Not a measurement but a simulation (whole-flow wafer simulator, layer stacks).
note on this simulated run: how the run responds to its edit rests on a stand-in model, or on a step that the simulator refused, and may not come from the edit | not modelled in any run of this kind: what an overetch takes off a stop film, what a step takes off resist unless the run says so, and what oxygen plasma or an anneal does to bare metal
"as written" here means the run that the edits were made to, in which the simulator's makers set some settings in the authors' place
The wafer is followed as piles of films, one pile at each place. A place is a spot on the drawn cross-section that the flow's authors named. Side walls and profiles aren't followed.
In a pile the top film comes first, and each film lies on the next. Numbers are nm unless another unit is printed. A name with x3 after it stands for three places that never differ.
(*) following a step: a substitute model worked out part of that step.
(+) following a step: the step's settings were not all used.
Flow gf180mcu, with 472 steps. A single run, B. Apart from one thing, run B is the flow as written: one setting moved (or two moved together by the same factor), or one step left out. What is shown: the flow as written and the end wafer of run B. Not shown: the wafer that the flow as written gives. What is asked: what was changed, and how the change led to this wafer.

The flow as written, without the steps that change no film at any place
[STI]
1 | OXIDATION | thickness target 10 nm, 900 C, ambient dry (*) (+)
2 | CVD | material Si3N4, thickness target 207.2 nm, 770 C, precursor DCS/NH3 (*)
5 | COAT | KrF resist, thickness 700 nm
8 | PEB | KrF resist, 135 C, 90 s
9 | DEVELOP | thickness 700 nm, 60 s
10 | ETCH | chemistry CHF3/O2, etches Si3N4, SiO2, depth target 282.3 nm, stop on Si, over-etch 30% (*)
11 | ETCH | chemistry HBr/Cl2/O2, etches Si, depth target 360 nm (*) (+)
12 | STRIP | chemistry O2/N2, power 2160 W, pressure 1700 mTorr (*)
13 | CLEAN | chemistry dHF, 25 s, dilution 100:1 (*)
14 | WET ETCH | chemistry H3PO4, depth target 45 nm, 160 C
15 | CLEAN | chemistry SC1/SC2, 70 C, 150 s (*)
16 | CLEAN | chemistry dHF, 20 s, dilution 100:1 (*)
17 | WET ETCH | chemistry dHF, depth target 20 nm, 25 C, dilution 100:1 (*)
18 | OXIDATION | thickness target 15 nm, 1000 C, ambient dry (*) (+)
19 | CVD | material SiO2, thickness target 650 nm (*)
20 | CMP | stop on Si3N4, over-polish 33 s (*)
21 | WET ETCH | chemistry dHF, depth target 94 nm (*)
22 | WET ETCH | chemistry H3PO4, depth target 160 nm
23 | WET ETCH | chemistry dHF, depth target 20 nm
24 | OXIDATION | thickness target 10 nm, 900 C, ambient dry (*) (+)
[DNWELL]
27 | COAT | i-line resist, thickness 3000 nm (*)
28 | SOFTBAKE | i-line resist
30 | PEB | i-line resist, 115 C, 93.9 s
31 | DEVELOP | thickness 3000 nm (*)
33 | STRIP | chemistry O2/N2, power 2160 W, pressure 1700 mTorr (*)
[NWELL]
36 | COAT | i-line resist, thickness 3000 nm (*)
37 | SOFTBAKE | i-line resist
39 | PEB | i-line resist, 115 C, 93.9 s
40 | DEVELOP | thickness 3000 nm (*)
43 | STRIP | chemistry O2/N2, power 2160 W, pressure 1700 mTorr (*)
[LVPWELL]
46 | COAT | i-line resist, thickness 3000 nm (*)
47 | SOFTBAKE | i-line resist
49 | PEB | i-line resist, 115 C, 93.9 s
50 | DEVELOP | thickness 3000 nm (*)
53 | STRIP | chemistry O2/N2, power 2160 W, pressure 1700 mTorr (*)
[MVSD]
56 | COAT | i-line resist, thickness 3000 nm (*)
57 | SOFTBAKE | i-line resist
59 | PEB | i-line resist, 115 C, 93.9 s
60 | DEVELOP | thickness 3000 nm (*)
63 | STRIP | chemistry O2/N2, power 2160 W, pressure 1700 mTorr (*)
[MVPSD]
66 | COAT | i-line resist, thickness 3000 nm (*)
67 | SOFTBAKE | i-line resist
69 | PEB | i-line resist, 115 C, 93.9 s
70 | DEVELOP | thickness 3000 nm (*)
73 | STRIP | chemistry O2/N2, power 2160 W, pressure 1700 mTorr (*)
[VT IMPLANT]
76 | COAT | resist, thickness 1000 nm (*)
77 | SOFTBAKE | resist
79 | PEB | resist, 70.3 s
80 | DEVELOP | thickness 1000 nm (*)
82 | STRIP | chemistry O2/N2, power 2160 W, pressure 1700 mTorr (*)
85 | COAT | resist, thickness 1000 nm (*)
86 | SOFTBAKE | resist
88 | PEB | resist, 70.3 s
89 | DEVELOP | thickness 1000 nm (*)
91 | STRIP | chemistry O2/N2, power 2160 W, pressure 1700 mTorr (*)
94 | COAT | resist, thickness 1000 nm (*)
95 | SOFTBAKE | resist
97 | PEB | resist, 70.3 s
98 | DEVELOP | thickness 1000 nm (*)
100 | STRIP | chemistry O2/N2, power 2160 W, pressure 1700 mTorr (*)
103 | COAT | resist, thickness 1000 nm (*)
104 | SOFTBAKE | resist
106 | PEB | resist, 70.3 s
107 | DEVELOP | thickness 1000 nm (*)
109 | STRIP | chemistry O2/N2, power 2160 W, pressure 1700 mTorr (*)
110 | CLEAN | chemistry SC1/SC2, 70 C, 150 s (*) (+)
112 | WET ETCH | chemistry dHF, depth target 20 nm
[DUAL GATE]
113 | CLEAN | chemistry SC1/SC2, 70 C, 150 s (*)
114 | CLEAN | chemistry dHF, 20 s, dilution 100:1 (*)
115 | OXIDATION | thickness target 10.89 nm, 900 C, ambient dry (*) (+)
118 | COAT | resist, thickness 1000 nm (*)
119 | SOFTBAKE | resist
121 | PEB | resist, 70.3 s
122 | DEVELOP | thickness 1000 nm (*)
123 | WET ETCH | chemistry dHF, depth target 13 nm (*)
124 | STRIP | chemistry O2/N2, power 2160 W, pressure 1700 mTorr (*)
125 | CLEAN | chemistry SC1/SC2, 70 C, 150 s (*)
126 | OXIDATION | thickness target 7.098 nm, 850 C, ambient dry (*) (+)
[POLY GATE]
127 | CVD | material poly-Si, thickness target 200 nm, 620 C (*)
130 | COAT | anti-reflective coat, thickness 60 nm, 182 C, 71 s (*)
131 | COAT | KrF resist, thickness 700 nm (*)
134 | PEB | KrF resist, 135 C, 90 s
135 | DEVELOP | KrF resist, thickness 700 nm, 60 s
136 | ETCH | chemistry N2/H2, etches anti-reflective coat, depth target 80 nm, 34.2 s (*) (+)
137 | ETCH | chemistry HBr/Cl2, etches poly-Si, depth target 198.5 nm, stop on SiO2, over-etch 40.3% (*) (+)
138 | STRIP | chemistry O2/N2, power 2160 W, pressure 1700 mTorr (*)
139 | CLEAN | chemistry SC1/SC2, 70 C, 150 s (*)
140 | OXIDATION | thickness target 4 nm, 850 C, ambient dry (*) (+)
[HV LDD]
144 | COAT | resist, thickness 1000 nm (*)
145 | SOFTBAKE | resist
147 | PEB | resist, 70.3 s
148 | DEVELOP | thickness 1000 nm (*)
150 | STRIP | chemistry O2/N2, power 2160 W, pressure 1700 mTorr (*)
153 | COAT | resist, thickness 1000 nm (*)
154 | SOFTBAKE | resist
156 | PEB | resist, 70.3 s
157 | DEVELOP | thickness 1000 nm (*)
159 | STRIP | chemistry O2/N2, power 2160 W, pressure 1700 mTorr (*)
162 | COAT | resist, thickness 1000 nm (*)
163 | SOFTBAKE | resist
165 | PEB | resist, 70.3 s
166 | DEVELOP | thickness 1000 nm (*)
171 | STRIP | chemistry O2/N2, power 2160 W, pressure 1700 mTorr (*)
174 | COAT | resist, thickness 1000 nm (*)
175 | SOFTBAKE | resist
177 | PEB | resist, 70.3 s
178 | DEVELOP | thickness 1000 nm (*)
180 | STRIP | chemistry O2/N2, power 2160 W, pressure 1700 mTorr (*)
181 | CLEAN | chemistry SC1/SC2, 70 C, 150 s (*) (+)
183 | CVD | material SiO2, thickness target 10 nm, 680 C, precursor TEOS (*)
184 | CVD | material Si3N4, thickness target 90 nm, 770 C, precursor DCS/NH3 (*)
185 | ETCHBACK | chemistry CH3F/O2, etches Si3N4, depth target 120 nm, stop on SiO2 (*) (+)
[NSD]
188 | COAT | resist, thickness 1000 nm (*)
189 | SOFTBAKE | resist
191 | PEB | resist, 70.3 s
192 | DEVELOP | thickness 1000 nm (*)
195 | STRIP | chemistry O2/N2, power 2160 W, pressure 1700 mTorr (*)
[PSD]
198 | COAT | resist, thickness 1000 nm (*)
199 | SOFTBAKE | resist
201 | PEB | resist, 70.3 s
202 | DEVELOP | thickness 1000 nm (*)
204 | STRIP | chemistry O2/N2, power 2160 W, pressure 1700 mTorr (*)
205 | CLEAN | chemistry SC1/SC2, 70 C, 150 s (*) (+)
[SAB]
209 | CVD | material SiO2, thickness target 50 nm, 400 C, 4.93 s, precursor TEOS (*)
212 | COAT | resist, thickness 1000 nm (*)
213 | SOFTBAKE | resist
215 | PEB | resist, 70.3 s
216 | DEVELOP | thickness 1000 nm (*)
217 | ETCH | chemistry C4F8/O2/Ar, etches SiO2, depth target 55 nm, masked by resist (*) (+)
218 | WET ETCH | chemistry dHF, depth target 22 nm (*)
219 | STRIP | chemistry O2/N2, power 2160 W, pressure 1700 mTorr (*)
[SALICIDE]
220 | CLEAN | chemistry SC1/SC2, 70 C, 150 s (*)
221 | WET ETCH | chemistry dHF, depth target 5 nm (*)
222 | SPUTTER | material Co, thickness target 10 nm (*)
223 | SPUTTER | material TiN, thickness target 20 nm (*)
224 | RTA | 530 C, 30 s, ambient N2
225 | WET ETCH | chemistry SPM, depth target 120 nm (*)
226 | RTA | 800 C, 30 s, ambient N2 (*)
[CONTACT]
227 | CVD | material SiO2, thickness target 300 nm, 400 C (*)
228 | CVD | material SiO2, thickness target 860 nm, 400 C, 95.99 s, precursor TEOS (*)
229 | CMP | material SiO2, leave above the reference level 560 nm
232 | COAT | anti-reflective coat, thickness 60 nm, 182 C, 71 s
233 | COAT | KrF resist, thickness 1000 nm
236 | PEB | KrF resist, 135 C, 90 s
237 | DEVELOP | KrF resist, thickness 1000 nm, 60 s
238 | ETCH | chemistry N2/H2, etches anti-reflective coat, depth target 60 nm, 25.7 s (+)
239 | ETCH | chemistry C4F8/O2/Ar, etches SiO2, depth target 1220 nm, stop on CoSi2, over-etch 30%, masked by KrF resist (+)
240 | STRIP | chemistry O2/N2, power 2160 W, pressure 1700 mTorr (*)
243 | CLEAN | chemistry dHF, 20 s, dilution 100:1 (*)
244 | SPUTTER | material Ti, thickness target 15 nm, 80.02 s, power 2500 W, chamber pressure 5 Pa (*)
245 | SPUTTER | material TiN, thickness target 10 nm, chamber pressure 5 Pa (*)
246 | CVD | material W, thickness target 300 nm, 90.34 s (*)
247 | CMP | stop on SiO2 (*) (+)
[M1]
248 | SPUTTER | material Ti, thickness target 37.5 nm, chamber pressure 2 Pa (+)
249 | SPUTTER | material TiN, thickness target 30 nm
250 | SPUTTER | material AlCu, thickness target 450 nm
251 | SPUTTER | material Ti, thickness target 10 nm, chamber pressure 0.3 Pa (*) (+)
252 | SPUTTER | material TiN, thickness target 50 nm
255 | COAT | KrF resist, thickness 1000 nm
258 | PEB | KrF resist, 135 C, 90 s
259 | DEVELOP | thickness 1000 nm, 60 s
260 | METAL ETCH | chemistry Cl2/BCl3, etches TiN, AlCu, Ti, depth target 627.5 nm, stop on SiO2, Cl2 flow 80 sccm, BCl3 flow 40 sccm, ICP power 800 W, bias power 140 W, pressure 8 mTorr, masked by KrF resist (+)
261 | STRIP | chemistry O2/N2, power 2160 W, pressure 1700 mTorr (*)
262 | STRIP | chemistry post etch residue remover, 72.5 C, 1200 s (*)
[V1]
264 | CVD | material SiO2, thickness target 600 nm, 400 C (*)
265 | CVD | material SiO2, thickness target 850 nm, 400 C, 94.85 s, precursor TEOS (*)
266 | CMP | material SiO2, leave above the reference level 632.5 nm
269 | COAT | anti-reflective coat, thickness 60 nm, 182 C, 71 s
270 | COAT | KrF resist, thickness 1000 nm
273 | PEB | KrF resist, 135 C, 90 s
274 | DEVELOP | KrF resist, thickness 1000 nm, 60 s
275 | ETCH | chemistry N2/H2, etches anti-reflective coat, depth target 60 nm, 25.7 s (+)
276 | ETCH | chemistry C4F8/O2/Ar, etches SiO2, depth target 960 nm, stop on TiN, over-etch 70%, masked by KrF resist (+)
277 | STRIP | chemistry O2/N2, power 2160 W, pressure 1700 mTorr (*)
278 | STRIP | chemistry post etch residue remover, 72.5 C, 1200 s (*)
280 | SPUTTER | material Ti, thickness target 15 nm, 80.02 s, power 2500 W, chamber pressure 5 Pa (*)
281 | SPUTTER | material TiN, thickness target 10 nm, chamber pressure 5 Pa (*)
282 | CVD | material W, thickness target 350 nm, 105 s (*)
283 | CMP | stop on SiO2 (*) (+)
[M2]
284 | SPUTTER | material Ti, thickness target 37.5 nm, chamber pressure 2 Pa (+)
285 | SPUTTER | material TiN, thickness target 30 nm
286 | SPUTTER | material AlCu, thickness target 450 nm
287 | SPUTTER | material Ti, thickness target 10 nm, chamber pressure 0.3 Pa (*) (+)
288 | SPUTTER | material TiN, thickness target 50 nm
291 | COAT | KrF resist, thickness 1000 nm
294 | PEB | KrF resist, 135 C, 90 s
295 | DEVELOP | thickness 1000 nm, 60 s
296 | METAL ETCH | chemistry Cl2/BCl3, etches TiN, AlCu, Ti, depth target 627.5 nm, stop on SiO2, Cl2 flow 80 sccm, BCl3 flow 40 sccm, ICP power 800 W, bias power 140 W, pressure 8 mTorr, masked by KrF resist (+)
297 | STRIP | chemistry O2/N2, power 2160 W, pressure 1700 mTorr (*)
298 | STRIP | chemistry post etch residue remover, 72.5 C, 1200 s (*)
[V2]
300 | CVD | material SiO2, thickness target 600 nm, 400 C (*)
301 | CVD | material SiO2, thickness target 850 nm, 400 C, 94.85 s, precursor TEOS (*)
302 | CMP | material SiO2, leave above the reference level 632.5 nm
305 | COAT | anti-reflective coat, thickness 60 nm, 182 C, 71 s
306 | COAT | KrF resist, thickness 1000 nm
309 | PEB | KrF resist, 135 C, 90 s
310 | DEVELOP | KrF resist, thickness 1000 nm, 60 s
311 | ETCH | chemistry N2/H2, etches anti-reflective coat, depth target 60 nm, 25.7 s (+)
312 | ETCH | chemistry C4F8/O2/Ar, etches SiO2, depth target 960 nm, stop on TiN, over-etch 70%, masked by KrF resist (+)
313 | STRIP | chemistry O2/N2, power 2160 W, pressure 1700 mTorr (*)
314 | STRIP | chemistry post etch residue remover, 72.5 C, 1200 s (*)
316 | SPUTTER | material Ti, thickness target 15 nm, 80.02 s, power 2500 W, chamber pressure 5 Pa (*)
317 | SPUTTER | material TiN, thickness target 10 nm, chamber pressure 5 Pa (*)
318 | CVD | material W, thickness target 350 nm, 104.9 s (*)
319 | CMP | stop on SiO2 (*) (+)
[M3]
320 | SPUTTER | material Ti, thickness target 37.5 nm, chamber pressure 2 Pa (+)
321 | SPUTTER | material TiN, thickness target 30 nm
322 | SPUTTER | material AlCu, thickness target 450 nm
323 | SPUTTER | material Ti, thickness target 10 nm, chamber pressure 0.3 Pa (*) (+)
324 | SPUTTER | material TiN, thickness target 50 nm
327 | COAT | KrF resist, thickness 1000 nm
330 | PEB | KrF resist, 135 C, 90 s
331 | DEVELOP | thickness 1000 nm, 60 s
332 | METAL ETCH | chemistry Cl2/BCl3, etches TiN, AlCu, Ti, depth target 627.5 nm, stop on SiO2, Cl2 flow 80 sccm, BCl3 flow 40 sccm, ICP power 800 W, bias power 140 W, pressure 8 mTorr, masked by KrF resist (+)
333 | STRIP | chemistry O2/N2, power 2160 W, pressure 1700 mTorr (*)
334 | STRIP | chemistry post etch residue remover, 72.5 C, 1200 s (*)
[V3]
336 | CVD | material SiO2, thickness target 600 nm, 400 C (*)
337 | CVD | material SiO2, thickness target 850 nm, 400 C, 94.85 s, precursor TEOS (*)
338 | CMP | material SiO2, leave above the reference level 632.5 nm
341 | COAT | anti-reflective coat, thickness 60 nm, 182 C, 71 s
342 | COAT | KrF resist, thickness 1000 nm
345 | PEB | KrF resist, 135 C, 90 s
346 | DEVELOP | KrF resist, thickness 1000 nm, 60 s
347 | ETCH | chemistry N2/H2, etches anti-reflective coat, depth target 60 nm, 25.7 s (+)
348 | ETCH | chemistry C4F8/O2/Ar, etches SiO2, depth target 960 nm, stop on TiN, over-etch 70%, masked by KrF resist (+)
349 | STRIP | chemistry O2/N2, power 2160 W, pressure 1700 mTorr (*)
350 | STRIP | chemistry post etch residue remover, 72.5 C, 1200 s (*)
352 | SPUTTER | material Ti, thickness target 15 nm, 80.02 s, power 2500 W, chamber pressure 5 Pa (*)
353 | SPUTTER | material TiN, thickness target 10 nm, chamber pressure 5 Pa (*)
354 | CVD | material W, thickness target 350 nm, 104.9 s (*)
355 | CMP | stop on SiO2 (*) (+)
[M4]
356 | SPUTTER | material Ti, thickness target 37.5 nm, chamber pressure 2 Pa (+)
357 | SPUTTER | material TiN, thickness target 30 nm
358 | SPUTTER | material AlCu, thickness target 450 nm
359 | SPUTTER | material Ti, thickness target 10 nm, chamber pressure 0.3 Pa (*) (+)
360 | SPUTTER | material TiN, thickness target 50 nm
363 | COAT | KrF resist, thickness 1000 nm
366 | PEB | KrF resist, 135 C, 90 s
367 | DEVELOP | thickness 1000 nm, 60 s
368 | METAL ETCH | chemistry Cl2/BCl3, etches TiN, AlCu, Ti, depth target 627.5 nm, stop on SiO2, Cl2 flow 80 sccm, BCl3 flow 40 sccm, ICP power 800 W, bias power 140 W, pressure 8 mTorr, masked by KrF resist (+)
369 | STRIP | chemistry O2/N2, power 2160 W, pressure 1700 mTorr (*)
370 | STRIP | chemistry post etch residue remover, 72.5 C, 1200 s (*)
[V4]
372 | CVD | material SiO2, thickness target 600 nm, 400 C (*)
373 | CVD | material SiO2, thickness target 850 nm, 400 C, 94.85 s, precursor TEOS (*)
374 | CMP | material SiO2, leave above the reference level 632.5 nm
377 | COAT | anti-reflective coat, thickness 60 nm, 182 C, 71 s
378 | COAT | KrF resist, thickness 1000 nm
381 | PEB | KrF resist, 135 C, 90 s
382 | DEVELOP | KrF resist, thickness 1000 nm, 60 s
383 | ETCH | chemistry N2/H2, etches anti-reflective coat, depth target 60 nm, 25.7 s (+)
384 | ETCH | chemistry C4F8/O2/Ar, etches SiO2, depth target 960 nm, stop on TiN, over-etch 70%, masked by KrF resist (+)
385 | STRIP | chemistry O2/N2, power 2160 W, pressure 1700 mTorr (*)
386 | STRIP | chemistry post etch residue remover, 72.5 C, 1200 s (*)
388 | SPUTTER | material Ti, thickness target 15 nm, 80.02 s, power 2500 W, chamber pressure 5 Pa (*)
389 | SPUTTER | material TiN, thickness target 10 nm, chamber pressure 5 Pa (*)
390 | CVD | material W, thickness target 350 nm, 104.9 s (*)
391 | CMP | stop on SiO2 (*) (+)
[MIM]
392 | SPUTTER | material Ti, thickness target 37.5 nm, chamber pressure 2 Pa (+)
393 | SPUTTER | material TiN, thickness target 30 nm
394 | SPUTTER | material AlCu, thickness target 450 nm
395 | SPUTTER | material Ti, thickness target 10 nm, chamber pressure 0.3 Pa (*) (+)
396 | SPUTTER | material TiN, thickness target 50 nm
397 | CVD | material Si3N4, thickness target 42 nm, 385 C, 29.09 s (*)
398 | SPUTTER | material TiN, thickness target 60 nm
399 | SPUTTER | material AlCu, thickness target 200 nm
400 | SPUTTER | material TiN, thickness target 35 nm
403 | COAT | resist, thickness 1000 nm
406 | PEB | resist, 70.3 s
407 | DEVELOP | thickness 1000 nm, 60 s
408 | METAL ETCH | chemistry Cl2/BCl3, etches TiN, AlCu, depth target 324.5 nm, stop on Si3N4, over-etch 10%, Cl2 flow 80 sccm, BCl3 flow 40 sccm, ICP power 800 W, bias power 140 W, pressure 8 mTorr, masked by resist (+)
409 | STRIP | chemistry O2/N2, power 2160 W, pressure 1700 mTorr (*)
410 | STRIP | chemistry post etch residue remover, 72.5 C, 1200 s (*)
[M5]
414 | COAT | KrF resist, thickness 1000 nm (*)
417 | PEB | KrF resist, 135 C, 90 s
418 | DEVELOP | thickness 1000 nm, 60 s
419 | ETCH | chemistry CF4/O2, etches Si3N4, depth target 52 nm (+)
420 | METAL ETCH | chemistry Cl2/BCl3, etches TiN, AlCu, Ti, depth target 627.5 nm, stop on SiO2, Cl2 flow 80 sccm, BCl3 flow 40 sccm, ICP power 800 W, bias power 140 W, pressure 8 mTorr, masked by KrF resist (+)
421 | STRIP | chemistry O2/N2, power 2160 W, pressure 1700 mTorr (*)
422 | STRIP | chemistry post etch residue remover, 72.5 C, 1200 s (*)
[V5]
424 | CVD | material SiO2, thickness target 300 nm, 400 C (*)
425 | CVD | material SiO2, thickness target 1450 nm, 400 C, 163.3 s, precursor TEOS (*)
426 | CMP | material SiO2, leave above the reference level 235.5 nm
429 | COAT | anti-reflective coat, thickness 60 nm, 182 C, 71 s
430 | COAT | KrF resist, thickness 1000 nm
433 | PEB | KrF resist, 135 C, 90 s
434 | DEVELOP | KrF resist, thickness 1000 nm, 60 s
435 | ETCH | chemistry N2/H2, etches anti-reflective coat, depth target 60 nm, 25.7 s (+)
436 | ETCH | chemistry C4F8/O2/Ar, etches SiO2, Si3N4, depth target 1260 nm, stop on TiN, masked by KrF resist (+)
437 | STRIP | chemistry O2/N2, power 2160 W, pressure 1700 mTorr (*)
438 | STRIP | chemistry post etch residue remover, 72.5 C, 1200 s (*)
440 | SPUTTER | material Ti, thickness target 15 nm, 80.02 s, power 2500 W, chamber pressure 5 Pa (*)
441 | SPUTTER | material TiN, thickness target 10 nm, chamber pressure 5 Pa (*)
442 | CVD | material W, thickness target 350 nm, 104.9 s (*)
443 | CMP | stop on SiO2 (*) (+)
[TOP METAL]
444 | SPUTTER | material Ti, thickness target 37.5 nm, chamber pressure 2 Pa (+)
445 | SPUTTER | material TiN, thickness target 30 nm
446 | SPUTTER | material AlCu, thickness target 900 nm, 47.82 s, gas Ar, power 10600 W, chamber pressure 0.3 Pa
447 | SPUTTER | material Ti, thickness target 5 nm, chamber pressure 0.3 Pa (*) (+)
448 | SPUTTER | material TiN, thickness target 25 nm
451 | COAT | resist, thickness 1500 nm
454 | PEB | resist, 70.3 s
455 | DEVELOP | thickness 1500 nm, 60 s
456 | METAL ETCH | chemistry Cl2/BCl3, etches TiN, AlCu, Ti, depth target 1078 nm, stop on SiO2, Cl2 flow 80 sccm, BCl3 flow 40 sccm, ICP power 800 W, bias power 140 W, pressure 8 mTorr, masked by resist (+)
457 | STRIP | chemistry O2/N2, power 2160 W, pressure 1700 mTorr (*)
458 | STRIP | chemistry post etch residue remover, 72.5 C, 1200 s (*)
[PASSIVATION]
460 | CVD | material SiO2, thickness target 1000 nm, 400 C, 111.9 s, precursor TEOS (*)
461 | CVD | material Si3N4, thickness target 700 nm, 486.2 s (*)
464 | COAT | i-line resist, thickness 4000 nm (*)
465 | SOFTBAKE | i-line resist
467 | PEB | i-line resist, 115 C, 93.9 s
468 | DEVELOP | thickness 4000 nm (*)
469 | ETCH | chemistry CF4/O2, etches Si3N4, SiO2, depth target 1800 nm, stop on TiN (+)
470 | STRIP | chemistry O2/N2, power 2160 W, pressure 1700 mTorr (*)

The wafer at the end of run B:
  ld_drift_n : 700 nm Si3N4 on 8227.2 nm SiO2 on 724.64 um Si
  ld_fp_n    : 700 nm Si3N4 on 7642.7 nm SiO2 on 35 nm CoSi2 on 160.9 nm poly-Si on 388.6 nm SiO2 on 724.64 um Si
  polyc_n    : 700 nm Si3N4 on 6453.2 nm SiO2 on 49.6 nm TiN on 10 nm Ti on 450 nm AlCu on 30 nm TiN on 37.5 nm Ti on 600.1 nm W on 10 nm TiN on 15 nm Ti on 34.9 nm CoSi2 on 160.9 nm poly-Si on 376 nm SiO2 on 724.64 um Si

The reason: step 112, WET ETCH: depth target 13 nm was run, while the flow as written has depth target 20 nm.

The path from the change to this, step by step:
  112 | WET ETCH | chemistry dHF, depth target 20 nm
      field, field__w2, field__w3 and 43 more: SiO2 loses 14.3 (in the flow as written it would be: SiO2 loses 22)
  130 | COAT | anti-reflective coat, thickness 60 nm, 182 C, 71 s (*)
      p_well, spacer, sd_n: anti-reflective coat gains 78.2 (new film) (in the flow as written it would be: anti-reflective coat gains 70.9 (new film))
      field: anti-reflective coat gains 59 (new film) (in the flow as written it would be: anti-reflective coat gains 61.5 (new film))
      (and at 66 other places as well)
  136 | ETCH | chemistry N2/H2, etches anti-reflective coat, depth target 80 nm, 34.2 s (*) (+)
      p_well, spacer, sd_n: anti-reflective coat loses 78.2 (all of it), poly-Si loses 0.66 (in the flow as written it would be: anti-reflective coat loses 70.9 (all of it), poly-Si loses 0.85)
      field: anti-reflective coat loses 59 (all of it), poly-Si loses 1.15 (in the flow as written it would be: anti-reflective coat loses 61.5 (all of it), poly-Si loses 1.09)
      (and at 47 other places as well)
  138 | STRIP | chemistry O2/N2, power 2160 W, pressure 1700 mTorr (*)
      gate: chemical SiO2 gains 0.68 (new film), KrF resist loses 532 (all of it), anti-reflective coat loses 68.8 (all of it), poly-Si loses 0.3 (in the flow as written it would be: chemical SiO2 gains 0.68 (new film), KrF resist loses 531.7 (all of it), anti-reflective coat loses 65.5 (all of it), poly-Si loses 0.3)
      gate_p: chemical SiO2 gains 0.68 (new film), KrF resist loses 530.7 (all of it), anti-reflective coat loses 69.7 (all of it), poly-Si loses 0.3 (in the flow as written it would be: chemical SiO2 gains 0.68 (new film), KrF resist loses 530.6 (all of it), anti-reflective coat loses 65.9 (all of it), poly-Si loses 0.3)
      (and at 17 other places as well)
  189 | SOFTBAKE | resist
      active_hv: resist loses 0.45 (in the flow as written it would be: resist gains 2.68)
      active_nat: resist gains 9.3 (in the flow as written it would be: resist gains 5.49)
  199 | SOFTBAKE | resist
      active_hv: resist loses 0.45 (in the flow as written it would be: resist gains 2.68)
      active_nat: resist gains 9.3 (in the flow as written it would be: resist gains 5.49)
  218 | WET ETCH | chemistry dHF, depth target 22 nm (*)
      active: SiO2 loses 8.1 (all of it) (in the flow as written it would be: SiO2 loses 9.01 (all of it))
  226 | RTA | 800 C, 30 s, ambient N2 (*)
      ld_sd_n: CoSi2 gains 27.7 (new film), CoSi loses 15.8 (all of it), Si loses 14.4 (in the flow as written it would be: CoSi2 gains 28.3 (new film), CoSi loses 16.1 (all of it), Si loses 14.7)
  229 | CMP | material SiO2, leave above the reference level 560 nm
      ldn_sep__w1, ldn_sep__w2, ldn_dft and 8 more: SiO2 loses 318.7 (in the flow as written it would be: SiO2 loses 311)
      sti, mim_1p0, pad, dice_street, iso_nw_fld, iso_fld_sub: SiO2 loses 304.5 (in the flow as written it would be: SiO2 loses 296.8)
      (and at 40 other places as well)
